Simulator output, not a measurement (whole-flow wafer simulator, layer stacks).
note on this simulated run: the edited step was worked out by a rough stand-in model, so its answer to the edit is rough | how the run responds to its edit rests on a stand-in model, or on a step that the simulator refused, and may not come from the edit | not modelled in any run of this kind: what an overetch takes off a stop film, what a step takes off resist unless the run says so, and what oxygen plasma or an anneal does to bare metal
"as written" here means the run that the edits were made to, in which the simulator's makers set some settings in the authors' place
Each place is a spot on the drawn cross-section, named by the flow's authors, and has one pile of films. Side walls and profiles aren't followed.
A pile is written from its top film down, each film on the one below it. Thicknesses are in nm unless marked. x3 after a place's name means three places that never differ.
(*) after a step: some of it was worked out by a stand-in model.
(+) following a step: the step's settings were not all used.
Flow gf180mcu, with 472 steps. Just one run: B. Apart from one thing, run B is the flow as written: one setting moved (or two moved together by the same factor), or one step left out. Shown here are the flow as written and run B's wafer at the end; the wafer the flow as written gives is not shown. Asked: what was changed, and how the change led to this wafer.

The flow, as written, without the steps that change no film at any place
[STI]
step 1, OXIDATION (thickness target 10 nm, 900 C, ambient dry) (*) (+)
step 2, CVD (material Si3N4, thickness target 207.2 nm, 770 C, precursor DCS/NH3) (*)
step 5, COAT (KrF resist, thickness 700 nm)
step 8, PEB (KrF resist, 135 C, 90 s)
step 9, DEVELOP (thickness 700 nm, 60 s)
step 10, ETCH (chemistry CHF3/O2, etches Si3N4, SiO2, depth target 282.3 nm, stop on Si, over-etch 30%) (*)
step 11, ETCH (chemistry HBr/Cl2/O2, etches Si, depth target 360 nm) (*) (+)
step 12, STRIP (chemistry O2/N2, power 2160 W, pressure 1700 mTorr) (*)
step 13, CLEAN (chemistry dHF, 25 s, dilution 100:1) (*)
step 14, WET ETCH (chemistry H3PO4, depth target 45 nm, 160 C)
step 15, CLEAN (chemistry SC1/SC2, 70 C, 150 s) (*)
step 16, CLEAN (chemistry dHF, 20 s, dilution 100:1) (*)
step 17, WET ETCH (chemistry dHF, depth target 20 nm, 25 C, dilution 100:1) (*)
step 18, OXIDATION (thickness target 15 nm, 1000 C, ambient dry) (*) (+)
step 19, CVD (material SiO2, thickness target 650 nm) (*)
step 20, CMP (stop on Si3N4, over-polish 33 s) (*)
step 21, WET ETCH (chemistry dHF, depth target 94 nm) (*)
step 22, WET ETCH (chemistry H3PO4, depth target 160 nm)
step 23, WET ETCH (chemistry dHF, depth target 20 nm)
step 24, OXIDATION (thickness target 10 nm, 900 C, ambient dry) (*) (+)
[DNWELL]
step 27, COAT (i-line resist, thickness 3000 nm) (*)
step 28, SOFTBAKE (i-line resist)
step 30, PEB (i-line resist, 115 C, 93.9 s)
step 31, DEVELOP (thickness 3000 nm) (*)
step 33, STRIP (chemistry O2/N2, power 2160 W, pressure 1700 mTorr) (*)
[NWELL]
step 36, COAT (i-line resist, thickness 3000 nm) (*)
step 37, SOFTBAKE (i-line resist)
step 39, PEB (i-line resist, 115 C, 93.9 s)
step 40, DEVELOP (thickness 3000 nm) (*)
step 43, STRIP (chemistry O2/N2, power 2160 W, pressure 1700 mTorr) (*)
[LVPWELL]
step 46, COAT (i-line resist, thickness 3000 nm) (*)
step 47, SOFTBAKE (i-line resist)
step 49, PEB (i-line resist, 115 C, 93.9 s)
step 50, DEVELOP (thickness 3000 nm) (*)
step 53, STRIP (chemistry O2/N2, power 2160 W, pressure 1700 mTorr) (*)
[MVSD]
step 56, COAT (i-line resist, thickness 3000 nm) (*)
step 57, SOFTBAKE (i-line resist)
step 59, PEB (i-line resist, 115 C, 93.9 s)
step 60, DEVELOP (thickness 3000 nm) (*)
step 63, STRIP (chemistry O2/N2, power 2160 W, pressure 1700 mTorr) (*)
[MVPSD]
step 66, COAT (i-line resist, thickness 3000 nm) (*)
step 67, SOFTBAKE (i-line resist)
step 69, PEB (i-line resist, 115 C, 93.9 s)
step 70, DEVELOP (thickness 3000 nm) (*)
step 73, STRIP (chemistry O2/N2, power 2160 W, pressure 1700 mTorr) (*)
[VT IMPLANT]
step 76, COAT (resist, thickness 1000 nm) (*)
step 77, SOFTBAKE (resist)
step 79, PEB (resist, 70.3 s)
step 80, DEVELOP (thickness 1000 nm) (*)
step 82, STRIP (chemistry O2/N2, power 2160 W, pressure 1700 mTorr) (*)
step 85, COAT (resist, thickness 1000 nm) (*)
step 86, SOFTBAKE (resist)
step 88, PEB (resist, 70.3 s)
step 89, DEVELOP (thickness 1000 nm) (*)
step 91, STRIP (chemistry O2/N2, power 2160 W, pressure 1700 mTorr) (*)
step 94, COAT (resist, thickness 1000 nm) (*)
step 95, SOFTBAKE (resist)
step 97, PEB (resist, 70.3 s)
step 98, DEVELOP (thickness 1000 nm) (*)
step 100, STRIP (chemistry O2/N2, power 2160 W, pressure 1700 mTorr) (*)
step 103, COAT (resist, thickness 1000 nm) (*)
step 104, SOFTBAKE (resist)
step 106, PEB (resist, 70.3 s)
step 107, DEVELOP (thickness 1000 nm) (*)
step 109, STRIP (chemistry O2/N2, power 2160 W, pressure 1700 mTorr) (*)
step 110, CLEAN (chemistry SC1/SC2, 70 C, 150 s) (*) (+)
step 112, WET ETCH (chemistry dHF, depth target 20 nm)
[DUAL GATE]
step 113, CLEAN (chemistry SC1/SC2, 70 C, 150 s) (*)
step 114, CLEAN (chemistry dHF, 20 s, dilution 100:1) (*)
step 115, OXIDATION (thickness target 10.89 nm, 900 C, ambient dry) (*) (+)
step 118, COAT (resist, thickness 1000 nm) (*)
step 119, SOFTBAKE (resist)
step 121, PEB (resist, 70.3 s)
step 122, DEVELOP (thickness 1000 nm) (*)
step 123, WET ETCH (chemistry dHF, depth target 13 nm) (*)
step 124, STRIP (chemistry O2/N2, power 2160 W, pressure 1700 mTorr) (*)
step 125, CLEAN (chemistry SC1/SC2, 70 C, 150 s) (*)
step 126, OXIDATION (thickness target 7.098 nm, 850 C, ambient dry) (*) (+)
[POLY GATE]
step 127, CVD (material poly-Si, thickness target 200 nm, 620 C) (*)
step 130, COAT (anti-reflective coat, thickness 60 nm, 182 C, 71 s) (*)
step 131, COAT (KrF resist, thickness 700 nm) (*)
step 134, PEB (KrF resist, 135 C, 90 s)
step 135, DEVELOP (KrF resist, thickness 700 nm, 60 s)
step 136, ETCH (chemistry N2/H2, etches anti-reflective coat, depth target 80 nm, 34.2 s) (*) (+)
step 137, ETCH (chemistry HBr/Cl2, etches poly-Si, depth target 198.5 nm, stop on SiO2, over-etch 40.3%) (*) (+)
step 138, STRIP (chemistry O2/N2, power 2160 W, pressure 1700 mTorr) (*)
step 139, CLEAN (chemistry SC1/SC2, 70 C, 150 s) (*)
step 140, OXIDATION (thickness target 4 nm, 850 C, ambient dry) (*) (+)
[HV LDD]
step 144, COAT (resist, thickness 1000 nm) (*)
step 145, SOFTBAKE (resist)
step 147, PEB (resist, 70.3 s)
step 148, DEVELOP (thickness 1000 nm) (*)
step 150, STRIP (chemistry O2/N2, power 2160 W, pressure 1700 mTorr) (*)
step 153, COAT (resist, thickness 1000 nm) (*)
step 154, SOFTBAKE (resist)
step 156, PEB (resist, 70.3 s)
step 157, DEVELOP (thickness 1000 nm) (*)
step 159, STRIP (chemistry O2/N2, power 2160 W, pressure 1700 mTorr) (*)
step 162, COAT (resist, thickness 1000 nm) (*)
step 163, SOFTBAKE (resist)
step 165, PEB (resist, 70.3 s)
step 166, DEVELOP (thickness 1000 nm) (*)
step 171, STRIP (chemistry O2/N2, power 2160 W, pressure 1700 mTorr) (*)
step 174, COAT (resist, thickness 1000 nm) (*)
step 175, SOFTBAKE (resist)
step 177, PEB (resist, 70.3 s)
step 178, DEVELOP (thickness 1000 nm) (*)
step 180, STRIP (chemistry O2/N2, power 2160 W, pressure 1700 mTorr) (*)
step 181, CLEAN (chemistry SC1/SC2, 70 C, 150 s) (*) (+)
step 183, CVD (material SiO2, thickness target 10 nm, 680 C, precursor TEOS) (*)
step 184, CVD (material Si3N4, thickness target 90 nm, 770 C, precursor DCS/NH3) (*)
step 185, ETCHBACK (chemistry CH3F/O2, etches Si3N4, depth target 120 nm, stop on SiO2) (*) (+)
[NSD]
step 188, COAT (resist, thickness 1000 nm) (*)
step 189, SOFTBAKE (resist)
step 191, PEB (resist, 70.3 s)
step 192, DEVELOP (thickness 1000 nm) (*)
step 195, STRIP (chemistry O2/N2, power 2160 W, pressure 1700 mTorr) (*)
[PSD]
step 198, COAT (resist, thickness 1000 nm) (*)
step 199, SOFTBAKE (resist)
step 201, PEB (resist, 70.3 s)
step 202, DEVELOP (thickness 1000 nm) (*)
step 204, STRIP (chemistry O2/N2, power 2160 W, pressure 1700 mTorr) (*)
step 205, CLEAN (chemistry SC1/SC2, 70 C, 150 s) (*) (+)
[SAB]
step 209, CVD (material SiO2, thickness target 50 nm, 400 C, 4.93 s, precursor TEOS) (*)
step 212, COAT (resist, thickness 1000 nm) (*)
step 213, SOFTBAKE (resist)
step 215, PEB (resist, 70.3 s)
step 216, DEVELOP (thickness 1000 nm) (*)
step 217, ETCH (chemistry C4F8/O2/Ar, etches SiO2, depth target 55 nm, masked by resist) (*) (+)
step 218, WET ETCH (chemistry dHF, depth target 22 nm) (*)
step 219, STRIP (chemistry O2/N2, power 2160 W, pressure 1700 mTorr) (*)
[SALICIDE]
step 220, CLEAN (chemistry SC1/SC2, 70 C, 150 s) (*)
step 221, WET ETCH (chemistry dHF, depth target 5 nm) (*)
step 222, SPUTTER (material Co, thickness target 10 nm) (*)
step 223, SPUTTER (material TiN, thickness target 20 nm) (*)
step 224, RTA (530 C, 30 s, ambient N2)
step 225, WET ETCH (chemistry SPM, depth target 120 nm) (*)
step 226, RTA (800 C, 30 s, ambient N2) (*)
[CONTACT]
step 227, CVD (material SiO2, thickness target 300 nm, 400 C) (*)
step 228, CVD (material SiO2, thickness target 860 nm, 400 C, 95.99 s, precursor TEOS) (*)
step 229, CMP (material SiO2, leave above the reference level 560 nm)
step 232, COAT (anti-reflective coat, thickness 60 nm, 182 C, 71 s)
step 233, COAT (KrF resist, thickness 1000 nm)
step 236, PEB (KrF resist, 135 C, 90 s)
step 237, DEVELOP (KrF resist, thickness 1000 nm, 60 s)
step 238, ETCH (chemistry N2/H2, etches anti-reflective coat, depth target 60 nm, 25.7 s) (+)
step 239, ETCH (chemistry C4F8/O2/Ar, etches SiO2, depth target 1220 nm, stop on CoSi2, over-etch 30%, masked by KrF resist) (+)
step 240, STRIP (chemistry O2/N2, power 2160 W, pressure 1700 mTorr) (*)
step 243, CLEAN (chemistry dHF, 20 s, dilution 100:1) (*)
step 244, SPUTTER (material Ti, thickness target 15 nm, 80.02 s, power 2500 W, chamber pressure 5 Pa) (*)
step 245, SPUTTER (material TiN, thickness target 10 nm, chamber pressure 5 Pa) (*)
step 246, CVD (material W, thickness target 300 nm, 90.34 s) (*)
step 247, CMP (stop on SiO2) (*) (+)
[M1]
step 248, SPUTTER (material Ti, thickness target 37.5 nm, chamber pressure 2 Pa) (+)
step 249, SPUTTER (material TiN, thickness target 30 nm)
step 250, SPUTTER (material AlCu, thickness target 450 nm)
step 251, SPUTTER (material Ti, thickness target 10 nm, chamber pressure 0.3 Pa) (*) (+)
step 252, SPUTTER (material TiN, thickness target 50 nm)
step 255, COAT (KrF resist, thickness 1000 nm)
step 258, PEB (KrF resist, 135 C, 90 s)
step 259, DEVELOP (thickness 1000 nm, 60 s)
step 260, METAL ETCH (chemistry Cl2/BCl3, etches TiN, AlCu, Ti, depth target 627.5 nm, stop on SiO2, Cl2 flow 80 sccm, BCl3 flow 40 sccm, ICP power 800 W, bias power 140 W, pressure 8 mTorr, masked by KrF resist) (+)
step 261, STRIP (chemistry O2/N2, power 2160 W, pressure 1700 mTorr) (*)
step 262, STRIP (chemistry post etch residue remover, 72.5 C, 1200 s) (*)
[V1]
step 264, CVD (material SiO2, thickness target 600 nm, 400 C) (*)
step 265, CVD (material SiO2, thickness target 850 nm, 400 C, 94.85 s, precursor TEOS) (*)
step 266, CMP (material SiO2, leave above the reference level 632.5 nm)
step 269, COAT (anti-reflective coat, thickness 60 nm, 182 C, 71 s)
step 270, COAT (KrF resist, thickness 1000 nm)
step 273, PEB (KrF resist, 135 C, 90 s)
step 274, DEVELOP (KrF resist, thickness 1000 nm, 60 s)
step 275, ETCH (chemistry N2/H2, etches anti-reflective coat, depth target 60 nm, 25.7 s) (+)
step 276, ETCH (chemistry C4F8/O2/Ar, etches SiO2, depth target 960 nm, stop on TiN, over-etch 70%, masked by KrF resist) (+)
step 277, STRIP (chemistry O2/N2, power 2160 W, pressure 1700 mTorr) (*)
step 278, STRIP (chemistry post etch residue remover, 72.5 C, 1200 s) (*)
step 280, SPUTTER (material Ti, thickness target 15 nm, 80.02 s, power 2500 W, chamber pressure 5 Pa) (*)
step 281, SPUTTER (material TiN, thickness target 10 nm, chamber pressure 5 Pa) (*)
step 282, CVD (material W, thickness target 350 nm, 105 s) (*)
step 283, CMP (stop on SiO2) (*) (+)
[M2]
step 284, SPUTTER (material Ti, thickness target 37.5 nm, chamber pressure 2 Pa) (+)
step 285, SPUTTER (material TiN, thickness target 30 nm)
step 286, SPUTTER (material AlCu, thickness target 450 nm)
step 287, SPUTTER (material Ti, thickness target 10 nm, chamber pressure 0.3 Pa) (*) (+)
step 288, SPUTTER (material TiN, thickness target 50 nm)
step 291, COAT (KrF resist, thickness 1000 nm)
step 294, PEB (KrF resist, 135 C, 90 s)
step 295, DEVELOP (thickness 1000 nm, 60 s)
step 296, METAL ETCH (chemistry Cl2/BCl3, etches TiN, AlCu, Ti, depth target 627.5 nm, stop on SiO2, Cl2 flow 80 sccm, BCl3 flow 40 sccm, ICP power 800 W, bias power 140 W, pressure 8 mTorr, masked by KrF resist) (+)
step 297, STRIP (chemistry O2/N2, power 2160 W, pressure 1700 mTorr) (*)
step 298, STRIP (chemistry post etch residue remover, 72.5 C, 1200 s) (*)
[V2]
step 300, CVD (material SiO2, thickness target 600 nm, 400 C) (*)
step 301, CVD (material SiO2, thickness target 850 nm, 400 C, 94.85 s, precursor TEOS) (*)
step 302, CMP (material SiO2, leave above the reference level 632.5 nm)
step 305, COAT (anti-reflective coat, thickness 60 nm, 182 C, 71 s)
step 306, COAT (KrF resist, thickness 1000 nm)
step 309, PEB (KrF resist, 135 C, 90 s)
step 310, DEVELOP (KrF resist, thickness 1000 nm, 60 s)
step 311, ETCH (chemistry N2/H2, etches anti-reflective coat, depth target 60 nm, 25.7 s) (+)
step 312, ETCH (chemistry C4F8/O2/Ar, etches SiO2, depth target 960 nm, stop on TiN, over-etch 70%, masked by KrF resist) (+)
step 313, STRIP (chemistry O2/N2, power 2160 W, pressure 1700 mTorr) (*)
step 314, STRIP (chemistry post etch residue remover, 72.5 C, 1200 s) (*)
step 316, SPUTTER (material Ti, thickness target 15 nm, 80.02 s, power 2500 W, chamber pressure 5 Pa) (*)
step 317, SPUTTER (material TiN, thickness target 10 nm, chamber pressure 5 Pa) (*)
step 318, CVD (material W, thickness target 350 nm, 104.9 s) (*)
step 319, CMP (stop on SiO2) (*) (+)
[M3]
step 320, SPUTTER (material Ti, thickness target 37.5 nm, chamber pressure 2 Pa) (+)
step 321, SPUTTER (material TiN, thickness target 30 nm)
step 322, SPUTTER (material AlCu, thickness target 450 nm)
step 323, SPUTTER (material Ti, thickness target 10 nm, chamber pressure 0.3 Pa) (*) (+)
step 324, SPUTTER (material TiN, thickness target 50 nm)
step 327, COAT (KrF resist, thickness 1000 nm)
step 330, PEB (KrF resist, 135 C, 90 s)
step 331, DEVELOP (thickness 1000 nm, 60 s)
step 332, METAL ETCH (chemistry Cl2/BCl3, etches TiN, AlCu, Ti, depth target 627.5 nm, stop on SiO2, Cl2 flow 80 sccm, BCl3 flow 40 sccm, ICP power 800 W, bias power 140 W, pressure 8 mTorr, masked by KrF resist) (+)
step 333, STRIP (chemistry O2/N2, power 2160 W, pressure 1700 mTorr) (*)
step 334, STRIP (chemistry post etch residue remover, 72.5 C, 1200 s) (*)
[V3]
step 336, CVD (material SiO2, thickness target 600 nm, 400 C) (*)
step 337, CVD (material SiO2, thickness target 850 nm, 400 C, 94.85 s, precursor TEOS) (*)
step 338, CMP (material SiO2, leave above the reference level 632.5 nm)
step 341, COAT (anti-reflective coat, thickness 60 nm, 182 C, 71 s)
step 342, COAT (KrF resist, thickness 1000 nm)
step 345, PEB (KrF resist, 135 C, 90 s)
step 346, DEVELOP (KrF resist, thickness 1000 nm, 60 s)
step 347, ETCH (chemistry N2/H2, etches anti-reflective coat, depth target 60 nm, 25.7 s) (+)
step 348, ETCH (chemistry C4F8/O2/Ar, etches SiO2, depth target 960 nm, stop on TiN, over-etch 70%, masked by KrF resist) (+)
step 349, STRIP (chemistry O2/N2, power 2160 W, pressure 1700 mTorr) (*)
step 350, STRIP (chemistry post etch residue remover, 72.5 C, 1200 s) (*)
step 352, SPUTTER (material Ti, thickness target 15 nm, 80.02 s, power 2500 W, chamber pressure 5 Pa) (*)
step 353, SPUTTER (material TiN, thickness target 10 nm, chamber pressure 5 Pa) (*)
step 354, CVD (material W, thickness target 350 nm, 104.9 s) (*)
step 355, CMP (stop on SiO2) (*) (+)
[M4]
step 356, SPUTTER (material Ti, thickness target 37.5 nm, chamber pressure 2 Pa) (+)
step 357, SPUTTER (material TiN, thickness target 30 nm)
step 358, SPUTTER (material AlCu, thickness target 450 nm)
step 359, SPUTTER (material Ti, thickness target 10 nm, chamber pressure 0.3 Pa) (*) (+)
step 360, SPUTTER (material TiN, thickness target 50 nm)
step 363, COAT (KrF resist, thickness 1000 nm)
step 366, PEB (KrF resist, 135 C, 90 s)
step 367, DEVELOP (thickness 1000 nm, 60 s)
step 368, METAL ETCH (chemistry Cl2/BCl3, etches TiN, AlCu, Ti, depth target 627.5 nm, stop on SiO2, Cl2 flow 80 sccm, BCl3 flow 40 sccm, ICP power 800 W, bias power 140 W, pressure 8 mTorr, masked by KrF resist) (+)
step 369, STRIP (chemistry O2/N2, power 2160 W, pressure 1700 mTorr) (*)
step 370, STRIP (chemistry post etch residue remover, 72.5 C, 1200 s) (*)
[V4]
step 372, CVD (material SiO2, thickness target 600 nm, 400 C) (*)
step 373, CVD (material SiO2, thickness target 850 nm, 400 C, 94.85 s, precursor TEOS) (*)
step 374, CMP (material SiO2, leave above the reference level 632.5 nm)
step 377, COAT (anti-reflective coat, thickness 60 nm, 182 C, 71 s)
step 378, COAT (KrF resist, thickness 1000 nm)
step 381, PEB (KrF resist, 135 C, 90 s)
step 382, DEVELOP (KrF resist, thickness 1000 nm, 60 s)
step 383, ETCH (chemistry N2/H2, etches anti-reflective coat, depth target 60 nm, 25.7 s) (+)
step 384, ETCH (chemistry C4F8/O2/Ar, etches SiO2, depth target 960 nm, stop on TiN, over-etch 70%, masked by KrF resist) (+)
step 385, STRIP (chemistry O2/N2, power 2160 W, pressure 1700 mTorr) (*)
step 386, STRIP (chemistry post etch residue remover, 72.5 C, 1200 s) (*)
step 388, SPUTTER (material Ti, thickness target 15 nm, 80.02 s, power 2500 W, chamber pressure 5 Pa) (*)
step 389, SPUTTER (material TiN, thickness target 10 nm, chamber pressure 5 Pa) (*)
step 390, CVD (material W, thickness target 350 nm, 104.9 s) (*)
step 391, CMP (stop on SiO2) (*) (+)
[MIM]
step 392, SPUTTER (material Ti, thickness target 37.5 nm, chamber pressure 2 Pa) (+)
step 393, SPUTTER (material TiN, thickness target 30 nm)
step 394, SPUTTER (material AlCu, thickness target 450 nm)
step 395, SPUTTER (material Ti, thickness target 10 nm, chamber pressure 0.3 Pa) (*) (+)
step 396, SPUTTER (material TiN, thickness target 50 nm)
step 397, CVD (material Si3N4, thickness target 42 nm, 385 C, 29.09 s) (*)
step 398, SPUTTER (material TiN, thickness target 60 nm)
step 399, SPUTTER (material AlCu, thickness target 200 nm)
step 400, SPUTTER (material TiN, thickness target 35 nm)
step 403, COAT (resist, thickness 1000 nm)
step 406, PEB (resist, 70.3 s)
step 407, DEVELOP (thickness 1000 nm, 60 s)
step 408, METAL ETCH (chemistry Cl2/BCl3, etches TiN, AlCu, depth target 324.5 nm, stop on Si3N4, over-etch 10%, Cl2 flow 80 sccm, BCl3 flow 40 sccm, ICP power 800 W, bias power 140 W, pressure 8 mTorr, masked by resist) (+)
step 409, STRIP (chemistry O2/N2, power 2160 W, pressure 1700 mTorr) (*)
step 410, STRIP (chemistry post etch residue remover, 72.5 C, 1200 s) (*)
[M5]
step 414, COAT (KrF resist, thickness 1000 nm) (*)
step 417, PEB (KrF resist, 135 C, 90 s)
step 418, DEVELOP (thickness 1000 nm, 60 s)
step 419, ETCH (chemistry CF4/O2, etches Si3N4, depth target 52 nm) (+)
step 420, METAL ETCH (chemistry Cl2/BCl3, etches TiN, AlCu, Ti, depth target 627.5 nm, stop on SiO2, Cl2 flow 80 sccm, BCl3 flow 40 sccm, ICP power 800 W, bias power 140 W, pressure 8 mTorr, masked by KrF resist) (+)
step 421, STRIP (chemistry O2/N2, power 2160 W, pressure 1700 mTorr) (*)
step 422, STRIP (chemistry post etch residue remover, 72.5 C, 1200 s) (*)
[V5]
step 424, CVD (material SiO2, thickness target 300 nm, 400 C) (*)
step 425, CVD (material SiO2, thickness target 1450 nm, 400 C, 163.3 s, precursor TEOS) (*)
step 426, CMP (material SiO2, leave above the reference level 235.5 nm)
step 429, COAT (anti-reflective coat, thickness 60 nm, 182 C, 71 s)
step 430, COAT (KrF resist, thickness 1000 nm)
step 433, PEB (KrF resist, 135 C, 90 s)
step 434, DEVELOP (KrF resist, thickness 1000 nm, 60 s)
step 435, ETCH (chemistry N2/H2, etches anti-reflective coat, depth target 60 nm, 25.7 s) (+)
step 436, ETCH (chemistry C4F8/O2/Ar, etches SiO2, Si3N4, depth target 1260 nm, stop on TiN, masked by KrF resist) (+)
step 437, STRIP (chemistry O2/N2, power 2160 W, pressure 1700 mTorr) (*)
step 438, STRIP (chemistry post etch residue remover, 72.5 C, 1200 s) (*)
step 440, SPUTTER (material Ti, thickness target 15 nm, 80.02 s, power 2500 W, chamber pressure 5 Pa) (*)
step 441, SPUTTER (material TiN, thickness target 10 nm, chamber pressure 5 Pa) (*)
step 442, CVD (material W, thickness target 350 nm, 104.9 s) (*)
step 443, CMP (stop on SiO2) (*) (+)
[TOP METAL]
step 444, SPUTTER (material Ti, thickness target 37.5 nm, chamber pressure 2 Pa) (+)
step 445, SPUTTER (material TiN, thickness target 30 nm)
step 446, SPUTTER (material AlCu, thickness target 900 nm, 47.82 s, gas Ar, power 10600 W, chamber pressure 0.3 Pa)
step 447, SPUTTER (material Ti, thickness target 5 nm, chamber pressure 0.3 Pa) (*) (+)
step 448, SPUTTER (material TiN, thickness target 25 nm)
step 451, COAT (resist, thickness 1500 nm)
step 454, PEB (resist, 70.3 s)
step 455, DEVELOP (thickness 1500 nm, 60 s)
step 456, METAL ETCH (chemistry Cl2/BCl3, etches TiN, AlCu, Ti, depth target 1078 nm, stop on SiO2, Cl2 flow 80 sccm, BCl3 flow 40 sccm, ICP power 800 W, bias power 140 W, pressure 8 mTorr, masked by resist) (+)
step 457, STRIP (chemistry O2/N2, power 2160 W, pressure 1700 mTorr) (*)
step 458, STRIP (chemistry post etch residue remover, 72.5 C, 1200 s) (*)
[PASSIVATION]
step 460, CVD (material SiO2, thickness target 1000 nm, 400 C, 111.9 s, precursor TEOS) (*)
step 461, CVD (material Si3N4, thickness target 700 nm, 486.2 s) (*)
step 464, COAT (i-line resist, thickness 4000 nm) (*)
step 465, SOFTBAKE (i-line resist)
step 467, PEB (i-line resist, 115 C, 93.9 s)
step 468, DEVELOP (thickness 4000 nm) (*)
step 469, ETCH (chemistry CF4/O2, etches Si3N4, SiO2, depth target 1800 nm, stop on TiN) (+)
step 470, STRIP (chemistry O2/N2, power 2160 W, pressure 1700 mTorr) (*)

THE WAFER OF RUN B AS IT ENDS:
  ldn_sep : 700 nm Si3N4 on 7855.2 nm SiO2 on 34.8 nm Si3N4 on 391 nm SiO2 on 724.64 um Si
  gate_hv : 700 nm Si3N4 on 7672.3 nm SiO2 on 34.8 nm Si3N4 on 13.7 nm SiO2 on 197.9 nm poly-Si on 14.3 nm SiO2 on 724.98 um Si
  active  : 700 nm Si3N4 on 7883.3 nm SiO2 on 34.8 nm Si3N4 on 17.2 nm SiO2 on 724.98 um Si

The reason: step 185, ETCHBACK: depth target 51 nm was run, whereas the flow has depth target 120 nm.

The path from the change to this, step by step:
  step 185, ETCHBACK (chemistry CH3F/O2, etches Si3N4, depth target 120 nm, stop on SiO2) (*) (+)
      field, field__w1, field__w2 and 100 more: -51 Si3N4 (in the flow as written it would be: -90 Si3N4 (all of it), -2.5 SiO2)
  step 188, COAT (resist, thickness 1000 nm) (*)
      spacer: +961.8 resist (new film) (in the flow as written it would be: +920.2 resist (new film))
  step 189, SOFTBAKE (resist)
      field__w9: -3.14 resist (in the flow as written it would be: +6.92 resist)
      nw_enc_fld_lv: +5.57 resist (in the flow as written it would be: +0.86 resist)
  step 191, PEB (resist, 70.3 s)
      spacer: -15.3 resist (in the flow as written it would be: -14.3 resist)
  step 192, DEVELOP (thickness 1000 nm) (*)
      spacer: -946.5 resist (all of it) (in the flow as written it would be: -905.9 resist (all of it))
  step 198, COAT (resist, thickness 1000 nm) (*)
      spacer: +961.8 resist (new film) (in the flow as written it would be: +920.2 resist (new film))
  step 199, SOFTBAKE (resist)
      field__w9: -3.14 resist (in the flow as written it would be: +6.92 resist)
      nw_enc_fld_lv: +5.57 resist (in the flow as written it would be: +0.86 resist)
  step 201, PEB (resist, 70.3 s)
      spacer: -15.3 resist (in the flow as written it would be: -14.3 resist)
  step 204, STRIP (chemistry O2/N2, power 2160 W, pressure 1700 mTorr) (*)
      spacer: -946.5 resist (all of it) (in the flow as written it would be: -905.9 resist (all of it))
  step 205, CLEAN (chemistry SC1/SC2, 70 C, 150 s) (*) (+)
      field, field__w1, field__w2 and 105 more: -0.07 Si3N4 (in the flow as written it would be: -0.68 SiO2)
  step 209, CVD (material SiO2, thickness target 50 nm, 400 C, 4.93 s, precursor TEOS) (*)
      field, field__w7, field__w8 and 73 more: +50 SiO2 (new film) (in the flow as written it would be: +50 SiO2)
      field_sub__w1, field_sub__w3, field_sub__w4, field_sub__w5, ld_drift_n: +48.8 SiO2 (new film) (in the flow as written it would be: +48.9 SiO2)
      (as well as at 27 more places)
  step 212, COAT (resist, thickness 1000 nm) (*)
      spacer: +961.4 resist (new film) (in the flow as written it would be: +919.4 resist (new film))
  step 215, PEB (resist, 70.3 s)
      spacer: -15.3 resist (in the flow as written it would be: -14.3 resist)
  step 216, DEVELOP (thickness 1000 nm) (*)
      spacer: -946.1 resist (all of it) (in the flow as written it would be: -905.1 resist (all of it))
  step 217, ETCH (chemistry C4F8/O2/Ar, etches SiO2, depth target 55 nm, masked by resist) (*) (+)
      field, field__w7, field__w8 and 70 more: -50 SiO2 (all of it), -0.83 Si3N4 (in the flow as written it would be: -55 SiO2)
      field_sub__w1, field_sub__w3, field_sub__w4, field_sub__w5, ld_drift_n: -48.8 SiO2 (all of it), -1.03 Si3N4 (in the flow as written it would be: -55 SiO2)
      (as well as at 21 more places)
  step 218, WET ETCH (chemistry dHF, depth target 22 nm) (*)
      gate, gate_hv, gate_p and 23 more: -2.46 Si3N4 (in the flow as written it would be: -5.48 SiO2 (all of it))
      field, field__w10, sti and 14 more: -2.46 Si3N4 (in the flow as written it would be: -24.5 SiO2)
      (as well as at 56 more places)
  ... another 12 steps ...
  step 471, ANNEAL (400 C, 1800 s, ambient N2/H2)
      polyc_n, polyc_p: under 9 films: +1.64 void (new film), -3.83 Ti, +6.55 TiSi first (new film), -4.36 poly-Si (in the flow as written it would be: nothing)
      contact: under 49 films: +1.62 void (new film), -3.83 Ti, +6.55 TiSi first (new film), -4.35 Si (in the flow as written it would be: nothing)
With metal films that touch counted as one body, gate_hv has 0 bodies; the flow as written gives 1 body.
With metal films that touch counted as one body, active has 0 bodies; the flow as written gives 1 body.
